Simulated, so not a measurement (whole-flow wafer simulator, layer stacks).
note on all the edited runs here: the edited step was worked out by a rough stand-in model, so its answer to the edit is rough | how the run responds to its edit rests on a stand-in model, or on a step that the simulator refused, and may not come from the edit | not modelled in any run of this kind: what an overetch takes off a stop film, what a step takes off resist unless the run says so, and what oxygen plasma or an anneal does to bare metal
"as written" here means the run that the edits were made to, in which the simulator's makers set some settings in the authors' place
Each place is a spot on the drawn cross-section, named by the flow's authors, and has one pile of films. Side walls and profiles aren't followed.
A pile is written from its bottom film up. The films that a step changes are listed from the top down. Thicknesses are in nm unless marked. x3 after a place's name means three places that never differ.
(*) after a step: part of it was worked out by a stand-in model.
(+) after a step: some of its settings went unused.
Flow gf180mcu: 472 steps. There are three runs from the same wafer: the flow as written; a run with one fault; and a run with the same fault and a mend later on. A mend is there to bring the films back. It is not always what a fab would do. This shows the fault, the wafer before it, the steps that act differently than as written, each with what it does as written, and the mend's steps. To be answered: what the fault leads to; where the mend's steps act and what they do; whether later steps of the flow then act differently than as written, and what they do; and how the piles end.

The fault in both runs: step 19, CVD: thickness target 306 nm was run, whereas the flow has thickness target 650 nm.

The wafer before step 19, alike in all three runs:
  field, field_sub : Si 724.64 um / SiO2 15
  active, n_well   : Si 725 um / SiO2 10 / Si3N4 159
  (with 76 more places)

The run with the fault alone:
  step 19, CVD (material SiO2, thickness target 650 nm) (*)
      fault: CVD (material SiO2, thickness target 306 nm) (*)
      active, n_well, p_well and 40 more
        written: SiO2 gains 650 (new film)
        fault: SiO2 gains 306 (new film)
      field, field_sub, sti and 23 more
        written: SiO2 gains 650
        fault: SiO2 gains 306
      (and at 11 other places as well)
  Later steps of the flow acting differently than as written (not shown: 3 more steps that differ only slightly, by at most 2% or 0.5 nm, whichever is larger):
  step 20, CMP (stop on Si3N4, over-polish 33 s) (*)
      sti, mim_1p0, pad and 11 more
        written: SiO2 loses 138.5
        fault: nothing
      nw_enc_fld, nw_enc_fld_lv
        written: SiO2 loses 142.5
        fault: nothing
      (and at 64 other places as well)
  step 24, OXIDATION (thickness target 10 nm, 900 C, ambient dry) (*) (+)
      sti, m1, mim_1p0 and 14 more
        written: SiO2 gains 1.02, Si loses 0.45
        fault: SiO2 gains 1.7, Si loses 0.75
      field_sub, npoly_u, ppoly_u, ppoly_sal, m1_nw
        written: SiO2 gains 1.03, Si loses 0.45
        fault: SiO2 gains 1.7, Si loses 0.75
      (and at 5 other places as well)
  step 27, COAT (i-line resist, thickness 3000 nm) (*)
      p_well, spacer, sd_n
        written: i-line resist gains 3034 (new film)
        fault: i-line resist gains 2840.5 (new film)
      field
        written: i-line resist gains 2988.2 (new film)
        fault: i-line resist gains 3086.3 (new film)
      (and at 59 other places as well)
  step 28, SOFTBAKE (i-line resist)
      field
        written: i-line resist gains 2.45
        fault: i-line resist loses 11.8
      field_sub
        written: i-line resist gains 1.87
        fault: i-line resist loses 7.62
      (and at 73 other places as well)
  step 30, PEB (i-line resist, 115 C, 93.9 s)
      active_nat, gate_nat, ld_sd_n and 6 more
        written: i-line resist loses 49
        fault: i-line resist loses 47.2
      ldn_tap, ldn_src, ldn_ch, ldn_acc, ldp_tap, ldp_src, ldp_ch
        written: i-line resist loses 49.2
        fault: i-line resist loses 46.7
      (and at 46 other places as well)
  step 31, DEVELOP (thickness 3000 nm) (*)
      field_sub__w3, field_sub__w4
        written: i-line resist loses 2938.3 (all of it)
        fault: i-line resist loses 3023.3 (all of it)
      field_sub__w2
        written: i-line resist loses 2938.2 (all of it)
        fault: i-line resist loses 3017.8 (all of it)
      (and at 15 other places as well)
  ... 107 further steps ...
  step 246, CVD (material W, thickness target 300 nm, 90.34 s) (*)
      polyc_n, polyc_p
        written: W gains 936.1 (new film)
        fault: W gains 1140.5 (new film)
  By the end, the piles at field__w3, field__w6, field_sub__w4 and 18 more depart from the flow's by more than 2% or 0.5 nm, whichever is larger.
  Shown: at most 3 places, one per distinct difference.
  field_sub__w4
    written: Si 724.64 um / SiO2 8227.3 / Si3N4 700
    fault: Si 724.63 um / SiO2 179.1 / CoSi2 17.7 / SiO2 8031.3 / Si3N4 700
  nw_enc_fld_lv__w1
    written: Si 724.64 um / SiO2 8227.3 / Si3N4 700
    fault: Si 724.63 um / SiO2 164.8 / poly-Si 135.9 / SiO2 7927.3 / Si3N4 700
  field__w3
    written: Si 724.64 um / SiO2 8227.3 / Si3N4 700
    fault: Si 724.63 um / SiO2 164.8 / CoSi2 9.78 / SiO2 8053.5 / Si3N4 700

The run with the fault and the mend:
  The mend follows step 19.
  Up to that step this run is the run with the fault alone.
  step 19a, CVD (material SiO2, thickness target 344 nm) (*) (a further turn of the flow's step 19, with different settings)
      field, field_sub, active and 76 more
        SiO2 gains 344
      m1
        SiO2 gains 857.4
  None of the later steps of the flow differs from how it acts as written, at any place that is followed, by more than 2% or 0.5 nm, whichever is larger.
  When the end is reached, the piles differ only a little from the flow's at the places that both follow, at most by 2% or 0.5 nm, whichever is larger.
